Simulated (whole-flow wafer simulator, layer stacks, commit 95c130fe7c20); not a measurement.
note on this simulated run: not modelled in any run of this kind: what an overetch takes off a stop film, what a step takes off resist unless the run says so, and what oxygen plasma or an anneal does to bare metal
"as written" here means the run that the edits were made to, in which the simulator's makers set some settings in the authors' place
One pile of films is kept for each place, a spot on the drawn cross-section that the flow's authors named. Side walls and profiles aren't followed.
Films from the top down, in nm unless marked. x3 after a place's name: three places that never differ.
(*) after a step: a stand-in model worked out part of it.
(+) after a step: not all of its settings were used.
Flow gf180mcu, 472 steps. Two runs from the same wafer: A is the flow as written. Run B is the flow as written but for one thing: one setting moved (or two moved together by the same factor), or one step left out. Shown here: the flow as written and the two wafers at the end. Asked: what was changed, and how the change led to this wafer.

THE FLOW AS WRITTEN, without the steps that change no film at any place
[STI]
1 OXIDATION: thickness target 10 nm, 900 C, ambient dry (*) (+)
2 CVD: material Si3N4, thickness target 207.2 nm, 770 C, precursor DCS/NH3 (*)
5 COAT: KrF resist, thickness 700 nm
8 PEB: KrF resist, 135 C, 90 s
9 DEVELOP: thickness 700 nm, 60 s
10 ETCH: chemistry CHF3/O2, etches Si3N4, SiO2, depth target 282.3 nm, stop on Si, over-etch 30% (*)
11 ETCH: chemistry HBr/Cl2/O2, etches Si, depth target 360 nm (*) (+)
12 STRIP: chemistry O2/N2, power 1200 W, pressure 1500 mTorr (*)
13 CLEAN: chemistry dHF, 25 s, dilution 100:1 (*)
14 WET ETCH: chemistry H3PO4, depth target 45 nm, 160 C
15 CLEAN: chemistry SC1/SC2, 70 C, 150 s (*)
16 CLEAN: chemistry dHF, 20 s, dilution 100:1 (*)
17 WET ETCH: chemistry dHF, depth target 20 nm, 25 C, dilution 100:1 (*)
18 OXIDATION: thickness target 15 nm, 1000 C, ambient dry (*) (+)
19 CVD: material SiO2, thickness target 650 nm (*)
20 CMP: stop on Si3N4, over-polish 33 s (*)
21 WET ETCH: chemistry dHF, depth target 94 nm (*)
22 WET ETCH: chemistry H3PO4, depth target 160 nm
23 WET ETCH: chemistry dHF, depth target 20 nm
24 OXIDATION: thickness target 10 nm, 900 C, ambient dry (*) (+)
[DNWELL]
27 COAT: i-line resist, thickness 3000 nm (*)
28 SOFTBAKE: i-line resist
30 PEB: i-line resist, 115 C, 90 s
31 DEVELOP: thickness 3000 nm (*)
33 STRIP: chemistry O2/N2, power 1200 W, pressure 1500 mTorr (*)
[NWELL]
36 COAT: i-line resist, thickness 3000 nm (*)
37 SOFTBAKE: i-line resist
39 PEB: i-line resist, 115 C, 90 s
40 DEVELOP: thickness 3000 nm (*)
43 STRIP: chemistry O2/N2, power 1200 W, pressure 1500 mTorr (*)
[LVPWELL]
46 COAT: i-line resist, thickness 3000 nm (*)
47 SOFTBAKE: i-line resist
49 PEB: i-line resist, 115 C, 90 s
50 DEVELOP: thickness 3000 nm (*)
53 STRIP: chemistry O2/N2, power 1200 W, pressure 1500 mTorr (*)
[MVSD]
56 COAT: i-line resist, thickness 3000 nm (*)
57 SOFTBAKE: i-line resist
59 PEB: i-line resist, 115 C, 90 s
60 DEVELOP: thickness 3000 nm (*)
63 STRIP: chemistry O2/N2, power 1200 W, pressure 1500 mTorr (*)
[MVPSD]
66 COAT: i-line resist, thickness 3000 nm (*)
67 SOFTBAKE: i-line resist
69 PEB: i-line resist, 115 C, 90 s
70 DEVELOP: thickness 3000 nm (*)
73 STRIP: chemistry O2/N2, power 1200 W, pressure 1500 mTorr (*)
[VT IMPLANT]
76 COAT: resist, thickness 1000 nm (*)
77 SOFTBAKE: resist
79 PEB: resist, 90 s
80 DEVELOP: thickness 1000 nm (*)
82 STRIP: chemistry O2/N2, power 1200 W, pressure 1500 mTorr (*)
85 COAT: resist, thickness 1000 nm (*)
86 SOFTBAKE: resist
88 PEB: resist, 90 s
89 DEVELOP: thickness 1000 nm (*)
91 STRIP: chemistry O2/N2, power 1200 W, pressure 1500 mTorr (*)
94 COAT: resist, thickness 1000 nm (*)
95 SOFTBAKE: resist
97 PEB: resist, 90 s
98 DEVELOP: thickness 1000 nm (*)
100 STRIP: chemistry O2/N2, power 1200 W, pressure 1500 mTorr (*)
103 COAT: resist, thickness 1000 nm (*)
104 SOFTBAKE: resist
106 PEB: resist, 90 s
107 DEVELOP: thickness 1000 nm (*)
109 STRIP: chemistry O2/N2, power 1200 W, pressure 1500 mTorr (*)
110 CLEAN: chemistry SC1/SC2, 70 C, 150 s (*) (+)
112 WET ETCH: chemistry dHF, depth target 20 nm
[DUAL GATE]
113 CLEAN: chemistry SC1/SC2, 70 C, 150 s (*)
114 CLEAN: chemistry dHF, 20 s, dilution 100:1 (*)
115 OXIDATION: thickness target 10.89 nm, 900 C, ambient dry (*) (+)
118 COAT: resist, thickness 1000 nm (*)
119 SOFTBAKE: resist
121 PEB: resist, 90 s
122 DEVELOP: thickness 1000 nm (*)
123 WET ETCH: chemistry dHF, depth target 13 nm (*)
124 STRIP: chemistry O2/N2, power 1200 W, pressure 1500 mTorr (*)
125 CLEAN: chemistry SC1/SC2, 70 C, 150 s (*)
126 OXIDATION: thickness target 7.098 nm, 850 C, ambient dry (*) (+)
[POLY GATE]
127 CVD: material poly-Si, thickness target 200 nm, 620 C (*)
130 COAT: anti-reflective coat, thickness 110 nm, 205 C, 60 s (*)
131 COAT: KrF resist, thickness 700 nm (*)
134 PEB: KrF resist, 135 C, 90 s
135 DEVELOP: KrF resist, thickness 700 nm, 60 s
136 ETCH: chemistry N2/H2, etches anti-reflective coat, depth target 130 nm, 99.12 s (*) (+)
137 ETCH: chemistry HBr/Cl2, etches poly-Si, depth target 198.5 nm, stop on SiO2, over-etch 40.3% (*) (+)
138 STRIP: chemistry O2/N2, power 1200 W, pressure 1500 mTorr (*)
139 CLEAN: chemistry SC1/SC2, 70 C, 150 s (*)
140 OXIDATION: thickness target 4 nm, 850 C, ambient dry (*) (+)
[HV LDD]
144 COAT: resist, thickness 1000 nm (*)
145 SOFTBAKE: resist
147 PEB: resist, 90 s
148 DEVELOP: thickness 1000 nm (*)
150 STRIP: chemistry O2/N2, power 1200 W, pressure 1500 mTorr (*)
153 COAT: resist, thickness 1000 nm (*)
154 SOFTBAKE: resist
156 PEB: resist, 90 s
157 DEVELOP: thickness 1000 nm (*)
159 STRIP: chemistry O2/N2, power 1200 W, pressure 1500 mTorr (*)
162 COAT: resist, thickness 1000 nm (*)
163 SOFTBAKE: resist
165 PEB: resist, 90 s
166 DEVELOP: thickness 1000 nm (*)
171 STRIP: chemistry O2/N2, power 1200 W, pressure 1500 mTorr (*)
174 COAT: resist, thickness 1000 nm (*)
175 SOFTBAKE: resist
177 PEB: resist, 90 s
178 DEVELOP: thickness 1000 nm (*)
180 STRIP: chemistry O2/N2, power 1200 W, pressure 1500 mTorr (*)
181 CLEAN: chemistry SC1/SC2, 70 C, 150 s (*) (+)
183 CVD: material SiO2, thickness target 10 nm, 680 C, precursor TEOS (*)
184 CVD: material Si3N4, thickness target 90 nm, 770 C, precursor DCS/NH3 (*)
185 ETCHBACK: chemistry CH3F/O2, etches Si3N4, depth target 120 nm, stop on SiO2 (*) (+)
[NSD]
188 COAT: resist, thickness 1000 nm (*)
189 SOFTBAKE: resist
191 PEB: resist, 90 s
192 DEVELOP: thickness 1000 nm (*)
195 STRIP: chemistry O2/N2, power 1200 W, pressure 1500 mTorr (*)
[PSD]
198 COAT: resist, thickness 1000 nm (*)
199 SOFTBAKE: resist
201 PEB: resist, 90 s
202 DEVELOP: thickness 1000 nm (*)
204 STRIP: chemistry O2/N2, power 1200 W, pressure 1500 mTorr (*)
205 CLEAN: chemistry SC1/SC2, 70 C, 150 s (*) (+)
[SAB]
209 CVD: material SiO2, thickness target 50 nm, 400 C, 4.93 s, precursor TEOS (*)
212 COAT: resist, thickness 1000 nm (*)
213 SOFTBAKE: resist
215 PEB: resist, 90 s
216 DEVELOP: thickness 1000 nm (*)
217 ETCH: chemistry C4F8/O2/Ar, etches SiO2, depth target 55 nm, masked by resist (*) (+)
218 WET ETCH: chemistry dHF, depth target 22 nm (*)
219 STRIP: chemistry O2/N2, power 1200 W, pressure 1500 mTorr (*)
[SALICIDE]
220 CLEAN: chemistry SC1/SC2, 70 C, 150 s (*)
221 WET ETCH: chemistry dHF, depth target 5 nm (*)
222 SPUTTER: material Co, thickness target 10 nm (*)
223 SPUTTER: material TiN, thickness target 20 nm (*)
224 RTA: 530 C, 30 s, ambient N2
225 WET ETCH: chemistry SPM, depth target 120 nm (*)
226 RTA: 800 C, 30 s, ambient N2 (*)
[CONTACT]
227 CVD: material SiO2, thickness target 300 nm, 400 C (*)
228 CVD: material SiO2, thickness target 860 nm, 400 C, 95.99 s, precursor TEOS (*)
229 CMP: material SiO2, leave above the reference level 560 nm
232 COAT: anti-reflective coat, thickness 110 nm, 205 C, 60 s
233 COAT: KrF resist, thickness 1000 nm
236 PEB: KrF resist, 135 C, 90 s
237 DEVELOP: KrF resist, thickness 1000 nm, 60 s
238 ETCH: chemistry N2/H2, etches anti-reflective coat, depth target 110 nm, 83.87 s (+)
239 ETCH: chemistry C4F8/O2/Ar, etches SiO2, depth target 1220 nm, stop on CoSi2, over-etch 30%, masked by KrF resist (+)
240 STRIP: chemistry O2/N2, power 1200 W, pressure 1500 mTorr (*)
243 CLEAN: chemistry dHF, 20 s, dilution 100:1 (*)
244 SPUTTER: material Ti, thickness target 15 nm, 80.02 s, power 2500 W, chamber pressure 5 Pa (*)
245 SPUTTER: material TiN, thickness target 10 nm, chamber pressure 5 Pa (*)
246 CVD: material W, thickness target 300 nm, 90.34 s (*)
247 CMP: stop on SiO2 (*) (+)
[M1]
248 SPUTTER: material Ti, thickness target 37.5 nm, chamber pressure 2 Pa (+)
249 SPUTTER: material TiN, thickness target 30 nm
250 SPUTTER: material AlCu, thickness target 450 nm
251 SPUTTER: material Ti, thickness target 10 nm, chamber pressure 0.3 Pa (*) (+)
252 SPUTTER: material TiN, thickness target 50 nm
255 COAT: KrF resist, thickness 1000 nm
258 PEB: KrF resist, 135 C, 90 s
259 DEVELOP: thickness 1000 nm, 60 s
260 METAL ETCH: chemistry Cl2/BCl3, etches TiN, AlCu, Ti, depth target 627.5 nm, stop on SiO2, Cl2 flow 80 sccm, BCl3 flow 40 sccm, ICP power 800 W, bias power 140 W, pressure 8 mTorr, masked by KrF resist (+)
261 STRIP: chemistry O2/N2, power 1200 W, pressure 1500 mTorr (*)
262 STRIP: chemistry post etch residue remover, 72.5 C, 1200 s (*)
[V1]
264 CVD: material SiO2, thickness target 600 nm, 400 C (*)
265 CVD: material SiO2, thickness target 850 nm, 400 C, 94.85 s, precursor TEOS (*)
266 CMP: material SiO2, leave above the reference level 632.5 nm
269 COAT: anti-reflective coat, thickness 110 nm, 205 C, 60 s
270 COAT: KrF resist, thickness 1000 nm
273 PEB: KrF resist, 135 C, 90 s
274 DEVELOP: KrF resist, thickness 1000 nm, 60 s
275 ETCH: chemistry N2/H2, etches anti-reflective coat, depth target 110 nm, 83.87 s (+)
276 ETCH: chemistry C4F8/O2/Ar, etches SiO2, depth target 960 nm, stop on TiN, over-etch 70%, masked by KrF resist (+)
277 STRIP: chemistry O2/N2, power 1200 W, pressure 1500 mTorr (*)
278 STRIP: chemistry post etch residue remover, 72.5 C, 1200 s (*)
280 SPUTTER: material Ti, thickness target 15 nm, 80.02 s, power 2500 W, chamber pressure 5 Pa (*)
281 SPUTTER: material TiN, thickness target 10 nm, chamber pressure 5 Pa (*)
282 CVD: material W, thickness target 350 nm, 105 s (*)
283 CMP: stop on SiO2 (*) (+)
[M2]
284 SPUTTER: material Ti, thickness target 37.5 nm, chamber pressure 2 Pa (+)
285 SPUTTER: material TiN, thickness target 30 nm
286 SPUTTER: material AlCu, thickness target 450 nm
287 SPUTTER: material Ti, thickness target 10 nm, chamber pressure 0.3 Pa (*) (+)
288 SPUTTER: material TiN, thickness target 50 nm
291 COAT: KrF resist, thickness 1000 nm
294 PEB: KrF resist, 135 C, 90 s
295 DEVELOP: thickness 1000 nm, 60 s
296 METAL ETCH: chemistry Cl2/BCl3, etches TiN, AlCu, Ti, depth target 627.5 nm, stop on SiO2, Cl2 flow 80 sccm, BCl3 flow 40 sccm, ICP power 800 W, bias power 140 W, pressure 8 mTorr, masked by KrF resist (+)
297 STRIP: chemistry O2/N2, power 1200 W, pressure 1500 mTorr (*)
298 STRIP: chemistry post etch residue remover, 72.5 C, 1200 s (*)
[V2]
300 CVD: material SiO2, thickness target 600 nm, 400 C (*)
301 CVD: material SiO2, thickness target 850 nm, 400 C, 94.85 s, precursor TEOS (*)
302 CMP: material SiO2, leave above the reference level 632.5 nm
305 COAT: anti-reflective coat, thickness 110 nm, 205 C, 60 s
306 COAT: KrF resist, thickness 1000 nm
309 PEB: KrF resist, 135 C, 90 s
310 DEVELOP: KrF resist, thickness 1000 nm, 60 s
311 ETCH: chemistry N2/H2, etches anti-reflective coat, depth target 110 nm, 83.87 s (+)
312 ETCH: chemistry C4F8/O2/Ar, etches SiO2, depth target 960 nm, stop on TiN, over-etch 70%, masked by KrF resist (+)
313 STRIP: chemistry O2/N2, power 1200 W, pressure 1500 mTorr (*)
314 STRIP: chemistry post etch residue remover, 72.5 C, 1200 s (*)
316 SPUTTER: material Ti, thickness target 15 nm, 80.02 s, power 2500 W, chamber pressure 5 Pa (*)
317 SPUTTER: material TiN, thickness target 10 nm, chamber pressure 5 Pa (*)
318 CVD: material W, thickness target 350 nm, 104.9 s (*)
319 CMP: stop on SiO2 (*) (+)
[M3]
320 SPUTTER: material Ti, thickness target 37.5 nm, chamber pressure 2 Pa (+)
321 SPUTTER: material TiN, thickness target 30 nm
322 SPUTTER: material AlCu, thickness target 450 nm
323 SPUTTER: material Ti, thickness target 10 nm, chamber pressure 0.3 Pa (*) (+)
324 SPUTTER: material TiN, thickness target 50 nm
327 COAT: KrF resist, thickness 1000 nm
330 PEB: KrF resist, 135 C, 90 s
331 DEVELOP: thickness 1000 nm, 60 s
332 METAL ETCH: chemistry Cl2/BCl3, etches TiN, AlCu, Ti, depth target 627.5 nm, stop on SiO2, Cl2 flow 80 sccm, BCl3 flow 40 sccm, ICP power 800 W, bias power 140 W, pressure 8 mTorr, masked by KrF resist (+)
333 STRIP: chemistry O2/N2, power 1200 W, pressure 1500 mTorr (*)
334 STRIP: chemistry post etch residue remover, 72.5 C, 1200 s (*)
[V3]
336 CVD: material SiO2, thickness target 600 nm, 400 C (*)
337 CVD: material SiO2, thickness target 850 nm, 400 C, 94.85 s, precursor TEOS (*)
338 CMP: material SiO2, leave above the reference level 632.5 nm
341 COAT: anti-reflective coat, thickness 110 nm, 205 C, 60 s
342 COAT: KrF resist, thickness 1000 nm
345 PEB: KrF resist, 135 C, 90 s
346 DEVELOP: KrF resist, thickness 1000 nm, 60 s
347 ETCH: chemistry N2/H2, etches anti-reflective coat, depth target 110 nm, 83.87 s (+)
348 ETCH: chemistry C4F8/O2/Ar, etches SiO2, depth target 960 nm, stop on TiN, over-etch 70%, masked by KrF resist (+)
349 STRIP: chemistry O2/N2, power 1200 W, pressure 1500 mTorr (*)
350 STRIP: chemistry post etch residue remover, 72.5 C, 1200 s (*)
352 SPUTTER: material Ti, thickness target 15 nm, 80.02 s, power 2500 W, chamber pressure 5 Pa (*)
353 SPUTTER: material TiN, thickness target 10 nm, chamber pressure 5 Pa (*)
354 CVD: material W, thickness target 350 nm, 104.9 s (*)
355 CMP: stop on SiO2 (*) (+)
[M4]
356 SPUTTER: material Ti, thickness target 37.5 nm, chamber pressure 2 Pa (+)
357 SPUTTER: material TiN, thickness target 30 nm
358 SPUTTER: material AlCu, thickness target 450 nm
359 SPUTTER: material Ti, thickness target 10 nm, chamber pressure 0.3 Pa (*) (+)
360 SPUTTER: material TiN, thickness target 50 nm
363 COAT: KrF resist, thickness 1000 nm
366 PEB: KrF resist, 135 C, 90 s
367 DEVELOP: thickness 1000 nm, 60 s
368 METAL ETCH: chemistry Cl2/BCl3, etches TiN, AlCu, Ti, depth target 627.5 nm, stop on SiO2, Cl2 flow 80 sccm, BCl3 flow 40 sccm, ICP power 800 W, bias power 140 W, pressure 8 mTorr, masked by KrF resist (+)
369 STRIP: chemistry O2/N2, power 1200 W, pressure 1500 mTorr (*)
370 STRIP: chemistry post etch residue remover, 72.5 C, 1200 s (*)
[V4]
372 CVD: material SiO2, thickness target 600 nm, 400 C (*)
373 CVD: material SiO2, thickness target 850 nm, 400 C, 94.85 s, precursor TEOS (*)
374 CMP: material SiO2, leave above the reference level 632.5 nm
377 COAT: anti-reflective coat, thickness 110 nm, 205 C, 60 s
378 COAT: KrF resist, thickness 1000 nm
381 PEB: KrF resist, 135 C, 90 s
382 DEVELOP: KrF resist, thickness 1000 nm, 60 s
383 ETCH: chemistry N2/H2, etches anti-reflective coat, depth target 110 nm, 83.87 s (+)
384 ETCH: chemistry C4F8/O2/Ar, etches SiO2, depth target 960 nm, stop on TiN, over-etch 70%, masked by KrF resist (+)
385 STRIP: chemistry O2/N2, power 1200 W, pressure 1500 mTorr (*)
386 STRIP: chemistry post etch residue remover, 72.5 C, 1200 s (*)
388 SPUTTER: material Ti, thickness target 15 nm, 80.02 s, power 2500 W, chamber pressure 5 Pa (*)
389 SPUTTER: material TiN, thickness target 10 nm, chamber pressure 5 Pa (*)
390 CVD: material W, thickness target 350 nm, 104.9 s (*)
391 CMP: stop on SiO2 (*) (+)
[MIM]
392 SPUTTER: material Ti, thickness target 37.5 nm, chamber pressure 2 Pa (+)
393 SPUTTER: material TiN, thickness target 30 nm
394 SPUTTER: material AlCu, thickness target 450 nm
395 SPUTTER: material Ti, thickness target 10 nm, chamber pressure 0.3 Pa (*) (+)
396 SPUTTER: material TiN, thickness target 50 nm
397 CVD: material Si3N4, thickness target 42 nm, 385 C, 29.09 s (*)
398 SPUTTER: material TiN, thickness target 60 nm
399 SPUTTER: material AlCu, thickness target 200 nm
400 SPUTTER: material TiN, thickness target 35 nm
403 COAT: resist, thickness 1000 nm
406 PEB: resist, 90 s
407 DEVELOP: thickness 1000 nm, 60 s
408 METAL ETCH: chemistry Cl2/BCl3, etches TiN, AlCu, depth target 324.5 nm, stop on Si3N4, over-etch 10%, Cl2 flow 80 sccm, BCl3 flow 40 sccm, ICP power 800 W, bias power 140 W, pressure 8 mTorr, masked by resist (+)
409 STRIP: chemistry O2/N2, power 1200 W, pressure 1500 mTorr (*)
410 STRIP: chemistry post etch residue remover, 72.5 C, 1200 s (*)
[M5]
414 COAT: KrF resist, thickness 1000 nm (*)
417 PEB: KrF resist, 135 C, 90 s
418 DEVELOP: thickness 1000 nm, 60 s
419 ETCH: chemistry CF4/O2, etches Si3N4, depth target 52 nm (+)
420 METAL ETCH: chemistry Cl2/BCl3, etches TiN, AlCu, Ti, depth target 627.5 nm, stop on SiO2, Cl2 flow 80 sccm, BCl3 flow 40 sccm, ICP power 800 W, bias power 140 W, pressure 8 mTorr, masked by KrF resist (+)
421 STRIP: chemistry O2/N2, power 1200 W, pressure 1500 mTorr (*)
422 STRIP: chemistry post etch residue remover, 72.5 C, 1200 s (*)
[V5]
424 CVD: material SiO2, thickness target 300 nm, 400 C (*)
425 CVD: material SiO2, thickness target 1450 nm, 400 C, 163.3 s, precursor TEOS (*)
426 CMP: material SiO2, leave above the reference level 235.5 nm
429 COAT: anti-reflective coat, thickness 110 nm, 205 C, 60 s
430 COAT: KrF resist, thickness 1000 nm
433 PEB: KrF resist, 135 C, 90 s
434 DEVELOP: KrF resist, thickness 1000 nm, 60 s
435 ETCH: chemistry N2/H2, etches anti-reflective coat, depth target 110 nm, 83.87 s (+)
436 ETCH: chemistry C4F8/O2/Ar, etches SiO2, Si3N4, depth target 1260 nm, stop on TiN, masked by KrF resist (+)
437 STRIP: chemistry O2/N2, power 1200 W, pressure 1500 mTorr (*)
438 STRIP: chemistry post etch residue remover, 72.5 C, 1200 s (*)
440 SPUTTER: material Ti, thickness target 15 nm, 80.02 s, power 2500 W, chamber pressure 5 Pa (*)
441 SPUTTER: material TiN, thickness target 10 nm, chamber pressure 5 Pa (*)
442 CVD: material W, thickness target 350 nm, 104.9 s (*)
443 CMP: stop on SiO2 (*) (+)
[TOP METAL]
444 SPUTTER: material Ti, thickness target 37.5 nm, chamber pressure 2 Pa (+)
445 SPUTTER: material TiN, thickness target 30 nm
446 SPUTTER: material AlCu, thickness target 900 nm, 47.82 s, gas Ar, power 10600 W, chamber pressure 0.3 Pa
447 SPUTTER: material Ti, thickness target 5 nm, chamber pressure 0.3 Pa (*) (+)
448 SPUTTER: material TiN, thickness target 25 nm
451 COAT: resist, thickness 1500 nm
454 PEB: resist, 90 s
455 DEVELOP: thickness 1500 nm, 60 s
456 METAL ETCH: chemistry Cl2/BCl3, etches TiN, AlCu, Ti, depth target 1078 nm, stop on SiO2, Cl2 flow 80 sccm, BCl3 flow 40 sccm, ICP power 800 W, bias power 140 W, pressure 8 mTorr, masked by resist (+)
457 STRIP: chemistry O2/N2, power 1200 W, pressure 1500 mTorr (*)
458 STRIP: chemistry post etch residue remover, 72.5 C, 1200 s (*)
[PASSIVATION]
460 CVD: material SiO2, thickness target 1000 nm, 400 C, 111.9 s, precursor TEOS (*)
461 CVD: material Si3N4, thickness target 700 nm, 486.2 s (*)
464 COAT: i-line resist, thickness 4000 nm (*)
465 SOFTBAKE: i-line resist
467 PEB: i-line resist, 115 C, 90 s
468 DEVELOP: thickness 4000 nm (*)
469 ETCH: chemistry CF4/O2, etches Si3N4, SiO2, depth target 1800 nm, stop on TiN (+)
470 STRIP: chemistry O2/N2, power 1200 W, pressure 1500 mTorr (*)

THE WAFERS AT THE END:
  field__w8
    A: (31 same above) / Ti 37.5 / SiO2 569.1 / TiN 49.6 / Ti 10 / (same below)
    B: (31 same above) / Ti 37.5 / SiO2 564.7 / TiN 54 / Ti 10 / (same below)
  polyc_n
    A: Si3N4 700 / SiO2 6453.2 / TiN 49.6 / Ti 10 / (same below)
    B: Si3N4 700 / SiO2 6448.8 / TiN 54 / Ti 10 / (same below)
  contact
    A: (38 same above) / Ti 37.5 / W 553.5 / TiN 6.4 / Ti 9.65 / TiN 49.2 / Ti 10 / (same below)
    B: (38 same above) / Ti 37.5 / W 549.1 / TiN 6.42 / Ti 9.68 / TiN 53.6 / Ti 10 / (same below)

The cause: step 252, SPUTTER: thickness target 54.4 nm was run, where the flow has thickness target 50 nm.

How the change led to this, step by step:
  252 SPUTTER: material TiN, thickness target 50 nm
      field, field__w1, field__w2 and 108 more: A TiN +50 (new film) | B TiN +54.4 (new film)
  260 METAL ETCH: chemistry Cl2/BCl3, etches TiN, AlCu, Ti, depth target 627.5 nm, stop on SiO2, Cl2 flow 80 sccm, BCl3 flow 40 sccm, ICP power 800 W, bias power 140 W, pressure 8 mTorr, masked by KrF resist (+)
      field, field__w1, field__w2 and 99 more: A TiN -50 (all of it), Ti -10 (all of it), AlCu -450 (all of it), TiN -30 (all of it), Ti -37.5 (all of it) | B TiN -54.4 (all of it), Ti -10 (all of it), AlCu -450 (all of it), TiN -30 (all of it), Ti -37.5 (all of it)
